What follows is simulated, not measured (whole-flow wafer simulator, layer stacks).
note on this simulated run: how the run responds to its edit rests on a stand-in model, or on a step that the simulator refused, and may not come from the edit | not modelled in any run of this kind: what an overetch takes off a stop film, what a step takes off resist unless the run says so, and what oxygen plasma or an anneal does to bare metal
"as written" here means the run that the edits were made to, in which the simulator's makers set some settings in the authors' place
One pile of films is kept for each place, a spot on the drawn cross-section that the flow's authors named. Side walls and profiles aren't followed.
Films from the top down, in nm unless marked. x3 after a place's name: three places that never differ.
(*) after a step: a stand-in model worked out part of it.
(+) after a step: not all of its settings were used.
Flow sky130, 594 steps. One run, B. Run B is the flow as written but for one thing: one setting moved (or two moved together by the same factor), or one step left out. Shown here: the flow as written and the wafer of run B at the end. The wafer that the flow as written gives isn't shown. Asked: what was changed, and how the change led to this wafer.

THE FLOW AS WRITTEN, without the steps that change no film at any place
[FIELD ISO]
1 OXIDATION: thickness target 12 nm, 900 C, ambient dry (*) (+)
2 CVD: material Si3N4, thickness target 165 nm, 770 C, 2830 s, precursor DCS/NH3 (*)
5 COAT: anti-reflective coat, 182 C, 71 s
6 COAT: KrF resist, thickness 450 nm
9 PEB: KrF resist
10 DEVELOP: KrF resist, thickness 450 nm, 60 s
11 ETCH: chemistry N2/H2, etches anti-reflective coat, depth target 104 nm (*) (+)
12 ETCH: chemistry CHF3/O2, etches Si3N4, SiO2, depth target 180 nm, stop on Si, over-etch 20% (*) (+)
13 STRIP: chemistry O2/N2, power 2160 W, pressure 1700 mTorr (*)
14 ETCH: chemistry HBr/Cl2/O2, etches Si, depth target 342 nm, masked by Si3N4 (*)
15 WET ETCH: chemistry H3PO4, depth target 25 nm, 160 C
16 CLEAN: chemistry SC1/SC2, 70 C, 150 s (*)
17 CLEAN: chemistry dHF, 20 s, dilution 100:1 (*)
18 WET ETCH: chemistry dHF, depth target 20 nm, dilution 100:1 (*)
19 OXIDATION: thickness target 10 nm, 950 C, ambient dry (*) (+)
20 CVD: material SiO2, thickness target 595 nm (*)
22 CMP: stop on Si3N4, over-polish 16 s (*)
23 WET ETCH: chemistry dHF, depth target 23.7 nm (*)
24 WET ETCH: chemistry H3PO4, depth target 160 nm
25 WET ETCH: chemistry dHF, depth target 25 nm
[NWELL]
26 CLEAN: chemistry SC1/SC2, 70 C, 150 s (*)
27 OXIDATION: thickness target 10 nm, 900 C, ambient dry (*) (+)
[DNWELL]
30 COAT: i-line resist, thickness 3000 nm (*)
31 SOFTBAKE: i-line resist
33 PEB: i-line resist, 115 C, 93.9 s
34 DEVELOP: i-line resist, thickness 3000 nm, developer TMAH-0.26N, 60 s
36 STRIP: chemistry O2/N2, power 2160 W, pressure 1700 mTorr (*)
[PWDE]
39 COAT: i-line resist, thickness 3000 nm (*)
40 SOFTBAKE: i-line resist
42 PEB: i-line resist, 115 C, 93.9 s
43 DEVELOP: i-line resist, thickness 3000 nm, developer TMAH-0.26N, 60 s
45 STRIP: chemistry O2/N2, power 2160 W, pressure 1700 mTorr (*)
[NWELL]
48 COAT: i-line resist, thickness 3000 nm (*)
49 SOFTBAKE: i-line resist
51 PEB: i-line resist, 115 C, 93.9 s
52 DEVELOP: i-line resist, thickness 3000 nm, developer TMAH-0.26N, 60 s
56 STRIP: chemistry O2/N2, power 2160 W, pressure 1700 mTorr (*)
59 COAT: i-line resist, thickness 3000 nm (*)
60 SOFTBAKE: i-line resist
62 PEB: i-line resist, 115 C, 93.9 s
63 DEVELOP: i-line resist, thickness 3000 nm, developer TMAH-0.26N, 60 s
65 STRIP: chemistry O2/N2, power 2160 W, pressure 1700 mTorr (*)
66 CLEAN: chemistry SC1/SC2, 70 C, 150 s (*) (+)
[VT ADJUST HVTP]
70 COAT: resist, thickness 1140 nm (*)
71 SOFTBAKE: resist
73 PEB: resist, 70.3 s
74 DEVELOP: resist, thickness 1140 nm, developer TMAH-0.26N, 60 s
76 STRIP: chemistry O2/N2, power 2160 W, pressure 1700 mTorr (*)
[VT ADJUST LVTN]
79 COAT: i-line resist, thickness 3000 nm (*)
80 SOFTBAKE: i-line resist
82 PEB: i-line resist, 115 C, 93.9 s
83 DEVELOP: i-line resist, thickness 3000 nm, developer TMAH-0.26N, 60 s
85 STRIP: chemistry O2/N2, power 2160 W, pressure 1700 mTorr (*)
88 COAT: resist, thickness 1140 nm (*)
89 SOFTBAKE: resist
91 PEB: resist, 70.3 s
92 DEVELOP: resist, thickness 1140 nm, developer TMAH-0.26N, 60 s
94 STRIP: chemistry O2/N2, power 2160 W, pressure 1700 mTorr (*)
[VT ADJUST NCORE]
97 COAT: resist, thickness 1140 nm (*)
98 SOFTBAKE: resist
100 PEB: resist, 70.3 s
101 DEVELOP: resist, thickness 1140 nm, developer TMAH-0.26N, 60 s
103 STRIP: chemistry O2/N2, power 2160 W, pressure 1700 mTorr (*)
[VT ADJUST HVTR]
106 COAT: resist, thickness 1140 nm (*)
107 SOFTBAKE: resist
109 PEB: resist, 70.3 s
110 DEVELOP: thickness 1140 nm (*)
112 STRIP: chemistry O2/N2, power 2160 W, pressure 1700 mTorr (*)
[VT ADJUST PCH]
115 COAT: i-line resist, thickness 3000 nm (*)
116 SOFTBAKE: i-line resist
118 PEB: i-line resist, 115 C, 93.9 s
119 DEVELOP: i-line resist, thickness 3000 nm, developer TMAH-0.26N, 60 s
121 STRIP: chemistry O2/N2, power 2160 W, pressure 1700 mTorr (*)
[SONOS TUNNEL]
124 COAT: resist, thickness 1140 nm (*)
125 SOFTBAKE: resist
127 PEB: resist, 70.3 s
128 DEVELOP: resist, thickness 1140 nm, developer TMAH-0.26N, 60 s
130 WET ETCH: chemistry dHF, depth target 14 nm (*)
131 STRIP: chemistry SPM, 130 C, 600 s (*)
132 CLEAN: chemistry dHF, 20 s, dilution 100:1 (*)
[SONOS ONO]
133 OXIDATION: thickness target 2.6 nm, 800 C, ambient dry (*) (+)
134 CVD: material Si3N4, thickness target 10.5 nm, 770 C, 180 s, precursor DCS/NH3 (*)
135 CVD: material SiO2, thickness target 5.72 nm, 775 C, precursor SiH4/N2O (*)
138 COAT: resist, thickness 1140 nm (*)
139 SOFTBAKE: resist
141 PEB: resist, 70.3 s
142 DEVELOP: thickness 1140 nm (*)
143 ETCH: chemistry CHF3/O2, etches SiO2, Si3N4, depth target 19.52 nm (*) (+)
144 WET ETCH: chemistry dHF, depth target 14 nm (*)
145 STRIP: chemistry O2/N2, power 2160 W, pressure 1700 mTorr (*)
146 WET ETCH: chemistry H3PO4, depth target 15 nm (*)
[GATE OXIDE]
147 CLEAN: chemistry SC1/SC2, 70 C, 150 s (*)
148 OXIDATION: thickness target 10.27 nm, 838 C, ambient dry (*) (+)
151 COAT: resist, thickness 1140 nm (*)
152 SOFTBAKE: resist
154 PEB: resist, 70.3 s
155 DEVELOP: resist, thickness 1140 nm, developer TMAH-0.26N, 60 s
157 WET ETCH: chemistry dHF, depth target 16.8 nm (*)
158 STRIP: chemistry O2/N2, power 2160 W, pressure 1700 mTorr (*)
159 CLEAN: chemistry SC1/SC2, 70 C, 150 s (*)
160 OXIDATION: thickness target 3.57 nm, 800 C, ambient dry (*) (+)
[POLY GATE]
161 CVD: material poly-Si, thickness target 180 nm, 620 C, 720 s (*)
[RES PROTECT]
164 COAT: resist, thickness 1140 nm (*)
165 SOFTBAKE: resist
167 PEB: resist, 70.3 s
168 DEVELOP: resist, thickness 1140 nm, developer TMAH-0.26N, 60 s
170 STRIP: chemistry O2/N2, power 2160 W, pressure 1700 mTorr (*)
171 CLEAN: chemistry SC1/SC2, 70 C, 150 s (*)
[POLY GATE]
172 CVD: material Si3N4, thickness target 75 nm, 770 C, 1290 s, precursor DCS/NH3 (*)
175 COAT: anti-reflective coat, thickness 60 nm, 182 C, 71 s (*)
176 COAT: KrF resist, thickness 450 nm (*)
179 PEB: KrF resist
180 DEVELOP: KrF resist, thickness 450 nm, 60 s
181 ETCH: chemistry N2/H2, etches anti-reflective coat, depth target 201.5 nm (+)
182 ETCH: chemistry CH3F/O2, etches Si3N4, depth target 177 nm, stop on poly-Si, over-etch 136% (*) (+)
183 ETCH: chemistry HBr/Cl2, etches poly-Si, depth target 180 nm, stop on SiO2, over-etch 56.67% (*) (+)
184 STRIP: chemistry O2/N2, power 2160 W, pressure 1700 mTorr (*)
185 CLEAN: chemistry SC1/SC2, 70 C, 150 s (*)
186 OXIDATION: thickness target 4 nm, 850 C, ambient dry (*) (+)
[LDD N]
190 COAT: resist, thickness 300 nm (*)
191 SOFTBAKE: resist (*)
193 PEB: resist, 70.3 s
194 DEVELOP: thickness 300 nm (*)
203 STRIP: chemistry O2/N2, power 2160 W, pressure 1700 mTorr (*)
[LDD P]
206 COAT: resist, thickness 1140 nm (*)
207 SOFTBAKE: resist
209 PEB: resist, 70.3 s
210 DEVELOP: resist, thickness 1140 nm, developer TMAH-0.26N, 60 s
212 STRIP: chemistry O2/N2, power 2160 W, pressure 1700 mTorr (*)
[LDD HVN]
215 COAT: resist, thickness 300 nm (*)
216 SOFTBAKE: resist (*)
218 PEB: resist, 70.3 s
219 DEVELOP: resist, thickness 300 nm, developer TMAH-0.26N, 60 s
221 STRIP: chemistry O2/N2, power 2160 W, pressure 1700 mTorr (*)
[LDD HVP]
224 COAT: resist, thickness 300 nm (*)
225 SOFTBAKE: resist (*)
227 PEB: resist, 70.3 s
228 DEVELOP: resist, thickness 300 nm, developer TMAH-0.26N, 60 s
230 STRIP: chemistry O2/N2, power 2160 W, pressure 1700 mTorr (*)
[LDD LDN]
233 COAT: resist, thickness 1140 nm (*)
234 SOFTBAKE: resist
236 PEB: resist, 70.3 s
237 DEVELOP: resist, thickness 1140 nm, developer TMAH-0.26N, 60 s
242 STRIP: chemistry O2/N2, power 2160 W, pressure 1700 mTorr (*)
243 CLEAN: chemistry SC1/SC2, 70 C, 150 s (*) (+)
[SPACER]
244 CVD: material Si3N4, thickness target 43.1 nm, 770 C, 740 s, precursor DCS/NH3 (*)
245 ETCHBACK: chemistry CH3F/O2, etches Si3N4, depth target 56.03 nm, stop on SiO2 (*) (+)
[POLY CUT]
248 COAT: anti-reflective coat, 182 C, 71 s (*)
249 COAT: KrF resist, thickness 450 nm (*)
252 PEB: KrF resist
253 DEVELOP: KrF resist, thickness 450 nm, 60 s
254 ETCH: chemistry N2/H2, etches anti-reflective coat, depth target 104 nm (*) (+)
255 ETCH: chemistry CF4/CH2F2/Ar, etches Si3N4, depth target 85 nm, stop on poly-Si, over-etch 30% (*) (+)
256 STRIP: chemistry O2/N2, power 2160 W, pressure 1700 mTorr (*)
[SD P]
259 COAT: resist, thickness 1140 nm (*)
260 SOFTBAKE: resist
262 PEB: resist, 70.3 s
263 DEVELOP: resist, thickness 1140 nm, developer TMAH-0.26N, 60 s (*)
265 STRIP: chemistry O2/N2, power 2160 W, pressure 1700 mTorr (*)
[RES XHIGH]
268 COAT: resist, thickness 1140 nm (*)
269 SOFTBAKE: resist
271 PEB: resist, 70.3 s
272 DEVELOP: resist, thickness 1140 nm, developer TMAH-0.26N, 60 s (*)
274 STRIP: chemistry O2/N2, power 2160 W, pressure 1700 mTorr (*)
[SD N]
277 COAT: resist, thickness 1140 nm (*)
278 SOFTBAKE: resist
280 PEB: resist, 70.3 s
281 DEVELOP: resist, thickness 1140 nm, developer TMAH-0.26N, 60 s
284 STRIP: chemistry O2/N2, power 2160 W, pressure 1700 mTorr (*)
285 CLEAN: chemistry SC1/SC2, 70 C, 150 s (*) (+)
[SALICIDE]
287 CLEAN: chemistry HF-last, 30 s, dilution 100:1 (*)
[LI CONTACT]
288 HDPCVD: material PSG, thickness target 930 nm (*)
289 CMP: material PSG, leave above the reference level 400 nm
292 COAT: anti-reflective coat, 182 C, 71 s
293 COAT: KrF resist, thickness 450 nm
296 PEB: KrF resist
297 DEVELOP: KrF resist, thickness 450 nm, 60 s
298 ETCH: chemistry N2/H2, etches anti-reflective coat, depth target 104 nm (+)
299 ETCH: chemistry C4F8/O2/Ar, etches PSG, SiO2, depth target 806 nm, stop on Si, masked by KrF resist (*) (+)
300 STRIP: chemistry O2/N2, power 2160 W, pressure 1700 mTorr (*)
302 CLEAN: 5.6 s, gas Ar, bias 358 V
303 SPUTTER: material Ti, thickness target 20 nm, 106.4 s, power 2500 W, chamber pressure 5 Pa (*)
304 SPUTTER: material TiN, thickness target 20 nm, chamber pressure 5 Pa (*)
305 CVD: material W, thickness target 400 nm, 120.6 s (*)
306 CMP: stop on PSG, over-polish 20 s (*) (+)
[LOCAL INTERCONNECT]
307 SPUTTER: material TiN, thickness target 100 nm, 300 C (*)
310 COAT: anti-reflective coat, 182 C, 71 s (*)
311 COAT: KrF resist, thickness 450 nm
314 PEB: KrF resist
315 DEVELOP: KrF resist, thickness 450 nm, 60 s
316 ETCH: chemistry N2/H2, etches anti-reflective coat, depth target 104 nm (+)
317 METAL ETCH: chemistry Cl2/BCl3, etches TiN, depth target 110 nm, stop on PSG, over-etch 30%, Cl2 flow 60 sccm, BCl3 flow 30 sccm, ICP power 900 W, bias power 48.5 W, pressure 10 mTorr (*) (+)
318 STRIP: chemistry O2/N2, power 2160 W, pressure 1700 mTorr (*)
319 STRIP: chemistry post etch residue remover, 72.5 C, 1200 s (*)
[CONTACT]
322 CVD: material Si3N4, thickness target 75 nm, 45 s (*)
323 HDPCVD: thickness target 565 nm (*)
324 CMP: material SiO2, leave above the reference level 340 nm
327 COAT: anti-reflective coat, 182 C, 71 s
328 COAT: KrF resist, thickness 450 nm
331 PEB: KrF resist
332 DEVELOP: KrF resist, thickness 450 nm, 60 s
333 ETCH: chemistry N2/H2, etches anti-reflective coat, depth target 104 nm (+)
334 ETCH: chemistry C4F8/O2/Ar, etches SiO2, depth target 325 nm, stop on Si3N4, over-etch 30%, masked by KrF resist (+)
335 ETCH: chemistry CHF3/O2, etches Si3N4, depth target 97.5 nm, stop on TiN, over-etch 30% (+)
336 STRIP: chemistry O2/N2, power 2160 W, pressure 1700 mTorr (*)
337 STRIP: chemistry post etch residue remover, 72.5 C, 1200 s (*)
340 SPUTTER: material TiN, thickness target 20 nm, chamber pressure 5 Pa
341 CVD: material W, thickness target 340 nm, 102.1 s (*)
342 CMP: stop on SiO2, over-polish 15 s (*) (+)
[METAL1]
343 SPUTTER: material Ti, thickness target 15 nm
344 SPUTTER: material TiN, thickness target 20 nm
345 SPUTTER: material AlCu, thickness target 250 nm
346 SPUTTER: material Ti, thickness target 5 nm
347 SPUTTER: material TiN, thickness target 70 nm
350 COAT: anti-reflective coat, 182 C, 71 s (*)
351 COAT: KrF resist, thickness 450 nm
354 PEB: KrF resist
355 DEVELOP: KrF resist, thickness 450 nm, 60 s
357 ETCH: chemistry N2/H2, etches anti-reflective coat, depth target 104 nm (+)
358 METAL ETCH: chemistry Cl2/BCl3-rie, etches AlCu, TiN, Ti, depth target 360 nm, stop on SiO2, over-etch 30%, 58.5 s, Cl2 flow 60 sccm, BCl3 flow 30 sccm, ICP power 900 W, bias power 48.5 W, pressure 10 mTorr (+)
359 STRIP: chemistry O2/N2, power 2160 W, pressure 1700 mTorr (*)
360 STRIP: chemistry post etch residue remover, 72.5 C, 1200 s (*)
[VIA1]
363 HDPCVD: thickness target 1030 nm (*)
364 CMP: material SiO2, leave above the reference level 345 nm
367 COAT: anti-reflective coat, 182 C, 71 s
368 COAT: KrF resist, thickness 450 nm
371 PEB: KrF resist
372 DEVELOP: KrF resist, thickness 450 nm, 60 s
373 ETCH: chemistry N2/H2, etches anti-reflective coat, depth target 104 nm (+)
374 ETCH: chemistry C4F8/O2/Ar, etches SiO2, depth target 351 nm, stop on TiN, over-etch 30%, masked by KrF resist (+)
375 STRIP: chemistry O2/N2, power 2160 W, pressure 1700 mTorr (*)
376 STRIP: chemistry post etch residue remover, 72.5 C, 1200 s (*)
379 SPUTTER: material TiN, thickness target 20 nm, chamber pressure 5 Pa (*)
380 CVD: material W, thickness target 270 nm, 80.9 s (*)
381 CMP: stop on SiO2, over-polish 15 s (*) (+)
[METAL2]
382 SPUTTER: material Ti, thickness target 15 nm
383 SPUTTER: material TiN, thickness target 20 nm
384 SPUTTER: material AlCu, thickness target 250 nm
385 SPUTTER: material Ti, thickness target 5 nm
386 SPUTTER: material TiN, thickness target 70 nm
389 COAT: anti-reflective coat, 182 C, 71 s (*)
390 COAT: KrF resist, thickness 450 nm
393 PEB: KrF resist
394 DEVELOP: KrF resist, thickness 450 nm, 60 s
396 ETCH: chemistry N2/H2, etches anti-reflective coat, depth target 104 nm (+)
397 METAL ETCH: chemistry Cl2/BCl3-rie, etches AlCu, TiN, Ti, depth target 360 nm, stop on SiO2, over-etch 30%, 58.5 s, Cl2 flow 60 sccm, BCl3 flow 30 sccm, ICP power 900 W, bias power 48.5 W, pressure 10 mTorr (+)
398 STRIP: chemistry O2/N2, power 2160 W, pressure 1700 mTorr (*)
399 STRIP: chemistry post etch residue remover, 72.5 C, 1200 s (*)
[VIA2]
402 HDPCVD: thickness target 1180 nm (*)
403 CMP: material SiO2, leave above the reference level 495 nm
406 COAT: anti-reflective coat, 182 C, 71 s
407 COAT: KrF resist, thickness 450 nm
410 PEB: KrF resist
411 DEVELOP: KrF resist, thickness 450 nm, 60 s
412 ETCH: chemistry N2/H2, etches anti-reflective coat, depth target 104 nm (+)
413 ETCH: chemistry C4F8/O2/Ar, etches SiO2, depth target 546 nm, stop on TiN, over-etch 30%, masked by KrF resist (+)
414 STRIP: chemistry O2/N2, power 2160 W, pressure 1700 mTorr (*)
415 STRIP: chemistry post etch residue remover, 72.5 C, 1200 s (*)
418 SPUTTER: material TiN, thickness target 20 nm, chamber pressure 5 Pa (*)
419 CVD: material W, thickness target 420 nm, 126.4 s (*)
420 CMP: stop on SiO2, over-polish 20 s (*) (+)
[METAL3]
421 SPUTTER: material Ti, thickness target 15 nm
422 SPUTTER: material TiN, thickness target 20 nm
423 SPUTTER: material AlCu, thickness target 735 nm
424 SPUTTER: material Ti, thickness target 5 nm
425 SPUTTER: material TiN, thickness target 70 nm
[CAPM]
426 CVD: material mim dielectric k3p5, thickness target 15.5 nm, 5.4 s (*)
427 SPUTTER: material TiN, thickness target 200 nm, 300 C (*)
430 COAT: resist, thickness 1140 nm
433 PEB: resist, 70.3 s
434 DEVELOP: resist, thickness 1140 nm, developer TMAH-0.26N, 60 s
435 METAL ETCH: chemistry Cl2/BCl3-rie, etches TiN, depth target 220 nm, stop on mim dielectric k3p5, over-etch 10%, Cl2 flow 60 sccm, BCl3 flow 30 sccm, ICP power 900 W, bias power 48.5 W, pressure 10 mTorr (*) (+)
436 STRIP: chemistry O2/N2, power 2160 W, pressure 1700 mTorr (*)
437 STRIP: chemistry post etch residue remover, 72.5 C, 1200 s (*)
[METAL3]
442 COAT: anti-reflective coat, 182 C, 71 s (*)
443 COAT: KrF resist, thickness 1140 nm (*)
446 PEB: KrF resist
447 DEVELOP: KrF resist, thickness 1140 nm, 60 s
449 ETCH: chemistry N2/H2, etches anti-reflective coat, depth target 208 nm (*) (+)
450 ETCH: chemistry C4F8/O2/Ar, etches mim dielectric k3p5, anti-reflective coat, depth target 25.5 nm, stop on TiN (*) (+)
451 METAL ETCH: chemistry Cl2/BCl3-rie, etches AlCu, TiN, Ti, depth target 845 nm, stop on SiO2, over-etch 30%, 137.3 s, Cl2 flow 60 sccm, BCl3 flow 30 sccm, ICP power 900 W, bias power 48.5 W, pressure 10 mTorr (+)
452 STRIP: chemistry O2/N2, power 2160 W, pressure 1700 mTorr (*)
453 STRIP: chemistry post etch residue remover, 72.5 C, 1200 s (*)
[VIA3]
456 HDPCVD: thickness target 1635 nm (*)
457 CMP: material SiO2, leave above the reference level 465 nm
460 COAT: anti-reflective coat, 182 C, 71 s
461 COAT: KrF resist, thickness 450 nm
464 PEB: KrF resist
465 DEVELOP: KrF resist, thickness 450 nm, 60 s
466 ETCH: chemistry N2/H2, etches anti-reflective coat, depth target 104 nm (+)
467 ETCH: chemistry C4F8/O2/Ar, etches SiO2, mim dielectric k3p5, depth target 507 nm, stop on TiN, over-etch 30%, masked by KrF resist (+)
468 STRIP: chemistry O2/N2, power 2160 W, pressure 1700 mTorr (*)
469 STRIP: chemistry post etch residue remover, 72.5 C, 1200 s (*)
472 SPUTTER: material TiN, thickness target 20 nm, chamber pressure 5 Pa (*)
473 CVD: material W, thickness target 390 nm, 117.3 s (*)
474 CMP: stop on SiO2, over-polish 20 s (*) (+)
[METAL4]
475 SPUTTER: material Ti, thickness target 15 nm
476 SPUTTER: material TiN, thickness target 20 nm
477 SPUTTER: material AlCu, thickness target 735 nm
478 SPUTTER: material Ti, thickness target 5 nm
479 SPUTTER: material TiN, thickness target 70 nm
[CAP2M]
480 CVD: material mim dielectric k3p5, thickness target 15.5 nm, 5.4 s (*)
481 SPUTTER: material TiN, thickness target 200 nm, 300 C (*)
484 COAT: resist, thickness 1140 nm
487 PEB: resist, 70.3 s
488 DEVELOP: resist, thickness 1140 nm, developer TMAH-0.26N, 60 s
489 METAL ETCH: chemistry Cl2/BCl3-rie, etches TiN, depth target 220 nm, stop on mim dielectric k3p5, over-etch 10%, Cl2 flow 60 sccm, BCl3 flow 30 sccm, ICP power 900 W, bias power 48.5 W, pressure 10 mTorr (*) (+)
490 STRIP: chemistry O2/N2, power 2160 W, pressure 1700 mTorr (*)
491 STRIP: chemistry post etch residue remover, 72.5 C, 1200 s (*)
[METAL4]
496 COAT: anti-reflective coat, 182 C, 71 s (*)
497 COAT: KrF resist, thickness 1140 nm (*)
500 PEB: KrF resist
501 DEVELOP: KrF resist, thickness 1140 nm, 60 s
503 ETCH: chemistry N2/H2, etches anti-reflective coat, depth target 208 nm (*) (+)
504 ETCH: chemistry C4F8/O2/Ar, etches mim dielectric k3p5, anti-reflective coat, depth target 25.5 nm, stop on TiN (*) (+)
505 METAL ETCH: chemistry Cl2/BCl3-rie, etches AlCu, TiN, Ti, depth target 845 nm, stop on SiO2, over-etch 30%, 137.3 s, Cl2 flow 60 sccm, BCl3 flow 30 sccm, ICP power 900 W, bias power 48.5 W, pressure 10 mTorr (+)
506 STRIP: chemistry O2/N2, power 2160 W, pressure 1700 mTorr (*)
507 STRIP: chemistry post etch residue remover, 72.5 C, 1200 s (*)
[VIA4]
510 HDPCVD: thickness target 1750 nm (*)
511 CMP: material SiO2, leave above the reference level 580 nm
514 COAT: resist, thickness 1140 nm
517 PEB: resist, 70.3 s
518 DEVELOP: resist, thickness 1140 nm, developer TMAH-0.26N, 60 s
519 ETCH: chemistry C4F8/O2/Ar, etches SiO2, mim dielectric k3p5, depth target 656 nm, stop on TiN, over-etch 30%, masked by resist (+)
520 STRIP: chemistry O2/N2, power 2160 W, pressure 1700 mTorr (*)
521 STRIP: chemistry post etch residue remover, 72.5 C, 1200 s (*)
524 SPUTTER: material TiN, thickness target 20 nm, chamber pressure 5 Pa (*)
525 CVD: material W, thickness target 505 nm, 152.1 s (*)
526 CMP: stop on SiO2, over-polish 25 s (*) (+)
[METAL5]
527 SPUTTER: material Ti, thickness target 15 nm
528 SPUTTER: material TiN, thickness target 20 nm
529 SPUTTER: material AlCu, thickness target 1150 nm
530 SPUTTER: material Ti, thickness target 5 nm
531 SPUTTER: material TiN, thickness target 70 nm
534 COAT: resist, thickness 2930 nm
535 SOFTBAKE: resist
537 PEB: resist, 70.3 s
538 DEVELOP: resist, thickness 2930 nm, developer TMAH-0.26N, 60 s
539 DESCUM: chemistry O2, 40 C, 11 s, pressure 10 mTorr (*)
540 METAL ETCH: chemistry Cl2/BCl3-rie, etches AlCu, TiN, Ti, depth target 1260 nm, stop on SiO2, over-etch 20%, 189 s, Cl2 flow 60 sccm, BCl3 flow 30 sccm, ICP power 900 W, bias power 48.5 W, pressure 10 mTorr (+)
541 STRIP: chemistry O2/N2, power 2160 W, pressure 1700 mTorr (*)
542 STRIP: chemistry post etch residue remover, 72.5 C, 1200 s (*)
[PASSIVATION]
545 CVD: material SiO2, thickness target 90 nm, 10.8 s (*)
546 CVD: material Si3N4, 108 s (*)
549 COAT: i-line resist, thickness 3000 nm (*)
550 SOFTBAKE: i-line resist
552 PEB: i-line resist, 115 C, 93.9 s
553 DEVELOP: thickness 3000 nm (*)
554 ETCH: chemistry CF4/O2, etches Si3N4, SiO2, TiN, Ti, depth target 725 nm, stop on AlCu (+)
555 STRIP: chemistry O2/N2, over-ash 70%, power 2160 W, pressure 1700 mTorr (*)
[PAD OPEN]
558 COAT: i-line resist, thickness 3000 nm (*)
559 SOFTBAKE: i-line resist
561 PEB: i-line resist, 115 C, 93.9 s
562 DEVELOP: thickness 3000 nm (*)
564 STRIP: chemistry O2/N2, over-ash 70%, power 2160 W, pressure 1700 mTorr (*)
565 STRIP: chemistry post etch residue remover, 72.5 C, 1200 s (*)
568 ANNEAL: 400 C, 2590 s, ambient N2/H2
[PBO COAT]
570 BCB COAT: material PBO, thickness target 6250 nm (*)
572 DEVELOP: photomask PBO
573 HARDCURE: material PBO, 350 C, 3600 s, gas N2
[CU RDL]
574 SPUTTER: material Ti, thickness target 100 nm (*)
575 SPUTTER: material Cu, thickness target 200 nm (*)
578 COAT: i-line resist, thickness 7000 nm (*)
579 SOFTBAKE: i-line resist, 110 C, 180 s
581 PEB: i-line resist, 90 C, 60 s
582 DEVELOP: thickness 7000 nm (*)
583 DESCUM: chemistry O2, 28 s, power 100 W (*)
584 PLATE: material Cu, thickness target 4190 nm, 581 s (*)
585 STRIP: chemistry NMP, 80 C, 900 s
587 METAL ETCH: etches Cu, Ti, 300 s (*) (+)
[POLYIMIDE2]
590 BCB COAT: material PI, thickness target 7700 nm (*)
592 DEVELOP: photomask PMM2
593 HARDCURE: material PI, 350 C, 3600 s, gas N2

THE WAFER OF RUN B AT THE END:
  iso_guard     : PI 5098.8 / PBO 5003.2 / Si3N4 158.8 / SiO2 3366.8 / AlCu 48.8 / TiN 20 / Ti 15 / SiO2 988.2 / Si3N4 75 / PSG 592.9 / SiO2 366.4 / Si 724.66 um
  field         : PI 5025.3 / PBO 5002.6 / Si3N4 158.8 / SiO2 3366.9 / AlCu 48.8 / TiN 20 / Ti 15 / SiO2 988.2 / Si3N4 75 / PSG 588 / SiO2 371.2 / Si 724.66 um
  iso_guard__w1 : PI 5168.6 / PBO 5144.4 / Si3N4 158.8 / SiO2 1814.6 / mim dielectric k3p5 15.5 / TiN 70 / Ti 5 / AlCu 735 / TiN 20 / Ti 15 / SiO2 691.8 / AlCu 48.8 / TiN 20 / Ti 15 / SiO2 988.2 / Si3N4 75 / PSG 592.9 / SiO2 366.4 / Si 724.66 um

The cause: step 397, METAL ETCH: depth target 207 nm was run, where the flow has depth target 360 nm; step 397, METAL ETCH: 33.6 s was run, where the flow has 58.5 s.

How the change led to this, step by step:
  397 METAL ETCH: chemistry Cl2/BCl3-rie, etches AlCu, TiN, Ti, depth target 360 nm, stop on SiO2, over-etch 30%, 58.5 s, Cl2 flow 60 sccm, BCl3 flow 30 sccm, ICP power 900 W, bias power 48.5 W, pressure 10 mTorr (+)
      field, active, gate and 82 more: TiN -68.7 (all of it), Ti -5 (all of it), AlCu -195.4 (as written it would be: TiN -68.7 (all of it), Ti -5 (all of it), AlCu -250 (all of it), TiN -20 (all of it), Ti -15 (all of it), SiO2 -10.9)
      n_well, p_well, sd_n and 82 more: KrF resist -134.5 (as written it would be: KrF resist -234)
      (and at 21 more places)
  398 STRIP: chemistry O2/N2, power 2160 W, pressure 1700 mTorr (*)
      gate_hv, mim, dice_street and 96 more: KrF resist -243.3 (all of it), anti-reflective coat -80 (all of it) (as written it would be: KrF resist -143.8 (all of it), anti-reflective coat -80 (all of it))
      n_well, p_well, sd_n, sd_p, pad: KrF resist -243.2 (all of it), anti-reflective coat -80 (all of it) (as written it would be: KrF resist -143.8 (all of it), anti-reflective coat -80 (all of it))
      (and at 2 more places)
  399 STRIP: chemistry post etch residue remover, 72.5 C, 1200 s (*)
      field, active, gate and 82 more: AlCu -5.72 (as written it would be: nothing)
  402 HDPCVD: thickness target 1180 nm (*)
      field, active, gate and 82 more: SiO2 +1180 (new film) (as written it would be: SiO2 +1180)
  403 CMP: material SiO2, leave above the reference level 495 nm
      field, active, gate and 82 more: SiO2 -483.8 (as written it would be: SiO2 -389.1)
Counting metal films that touch as one body, iso_guard has 1 body; the flow as written gives 0 bodies.
Counting metal films that touch as one body, field has 1 body; the flow as written gives 0 bodies.
Counting metal films that touch as one body, iso_guard__w1 has 2 bodies (between them, from the top down: SiO2 691.8); the flow as written gives 1 body.
